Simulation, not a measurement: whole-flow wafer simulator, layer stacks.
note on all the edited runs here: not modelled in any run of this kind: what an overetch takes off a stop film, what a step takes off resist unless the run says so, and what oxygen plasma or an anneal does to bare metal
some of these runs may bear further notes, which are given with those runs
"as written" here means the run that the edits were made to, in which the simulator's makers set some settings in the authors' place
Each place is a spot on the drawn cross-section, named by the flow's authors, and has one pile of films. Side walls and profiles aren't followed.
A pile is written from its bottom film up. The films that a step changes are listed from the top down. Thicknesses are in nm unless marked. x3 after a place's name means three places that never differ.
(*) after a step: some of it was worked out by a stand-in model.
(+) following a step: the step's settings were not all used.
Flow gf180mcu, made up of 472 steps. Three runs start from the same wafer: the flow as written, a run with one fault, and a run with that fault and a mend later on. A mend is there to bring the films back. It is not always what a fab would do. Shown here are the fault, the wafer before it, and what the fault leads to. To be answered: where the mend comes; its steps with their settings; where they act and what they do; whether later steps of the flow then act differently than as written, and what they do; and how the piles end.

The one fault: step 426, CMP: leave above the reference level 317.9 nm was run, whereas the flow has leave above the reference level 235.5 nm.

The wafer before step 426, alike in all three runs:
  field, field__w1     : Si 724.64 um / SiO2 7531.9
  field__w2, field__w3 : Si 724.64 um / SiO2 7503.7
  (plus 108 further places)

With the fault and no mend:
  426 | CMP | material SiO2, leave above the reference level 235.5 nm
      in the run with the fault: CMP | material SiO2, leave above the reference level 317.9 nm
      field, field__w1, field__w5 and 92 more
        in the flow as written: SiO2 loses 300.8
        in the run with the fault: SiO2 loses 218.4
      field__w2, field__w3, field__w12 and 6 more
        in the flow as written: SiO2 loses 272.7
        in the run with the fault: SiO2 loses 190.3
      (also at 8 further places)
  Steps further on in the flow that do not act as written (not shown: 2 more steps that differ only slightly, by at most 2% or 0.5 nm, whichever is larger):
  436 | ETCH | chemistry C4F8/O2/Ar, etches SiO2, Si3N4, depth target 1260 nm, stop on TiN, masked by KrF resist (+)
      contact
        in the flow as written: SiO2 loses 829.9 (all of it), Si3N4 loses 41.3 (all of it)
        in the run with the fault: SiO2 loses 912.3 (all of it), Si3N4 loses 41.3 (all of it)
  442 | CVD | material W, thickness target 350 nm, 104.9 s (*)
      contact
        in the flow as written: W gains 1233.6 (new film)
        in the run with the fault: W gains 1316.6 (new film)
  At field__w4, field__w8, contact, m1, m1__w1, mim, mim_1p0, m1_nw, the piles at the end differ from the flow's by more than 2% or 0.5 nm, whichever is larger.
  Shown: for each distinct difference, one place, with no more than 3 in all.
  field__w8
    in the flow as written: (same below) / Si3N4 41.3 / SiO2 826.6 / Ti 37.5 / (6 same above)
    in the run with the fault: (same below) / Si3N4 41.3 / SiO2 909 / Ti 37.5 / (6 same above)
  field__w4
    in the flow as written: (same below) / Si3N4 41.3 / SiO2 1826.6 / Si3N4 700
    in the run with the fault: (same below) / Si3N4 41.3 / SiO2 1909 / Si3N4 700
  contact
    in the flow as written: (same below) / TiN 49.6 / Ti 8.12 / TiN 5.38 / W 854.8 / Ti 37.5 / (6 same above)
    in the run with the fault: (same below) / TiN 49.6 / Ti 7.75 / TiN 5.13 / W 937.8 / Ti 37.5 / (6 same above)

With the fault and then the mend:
  The mend follows step 434.
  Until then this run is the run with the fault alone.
  434a | STRIP | chemistry O2/N2, power 2160 W, pressure 1700 mTorr (*)
      field, field__w1, field__w2 and 108 more
        KrF resist loses 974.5 (all of it), anti-reflective coat loses 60 (all of it)
      contact
        anti-reflective coat loses 60 (all of it)
  434b | CMP | material SiO2, leave above the reference level 235.5 nm (the flow's step 426, run once more)
      field, field__w1, field__w2 and 109 more
        SiO2 loses 82.4
  434c | HMDS | 120 C, 60 s (the flow's step 428, run once more)
      does not change any film at any place that is followed
  434d | COAT | anti-reflective coat, thickness 60 nm, 182 C, 71 s (the flow's step 429, run once more)
      field, field__w1, field__w2 and 109 more
        anti-reflective coat gains 60 (new film)
  434e | COAT | KrF resist, thickness 1000 nm (the flow's step 430, run once more)
      field, field__w1, field__w2 and 109 more
        KrF resist gains 1000 (new film)
  434f | SOFTBAKE | KrF resist (the flow's step 431, run once more)
      does not change any film at any place that is followed
  434g | EXPOSE | photomask Via5 (the flow's step 432, run once more)
      does not change any film at any place that is followed
  434h | PEB | KrF resist, 135 C, 90 s (the flow's step 433, run once more)
      field, field__w1, field__w2 and 109 more
        KrF resist loses 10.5
  434i | DEVELOP | KrF resist, thickness 1000 nm, 60 s (the flow's step 434, run once more)
      field, field__w1, field__w2 and 108 more
        KrF resist loses 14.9
      contact
        KrF resist loses 989.5 (all of it)
  Later steps of the flow that are run all act as written at every place that is followed.
  By the end, the piles equal the flow's at every place that both follow.
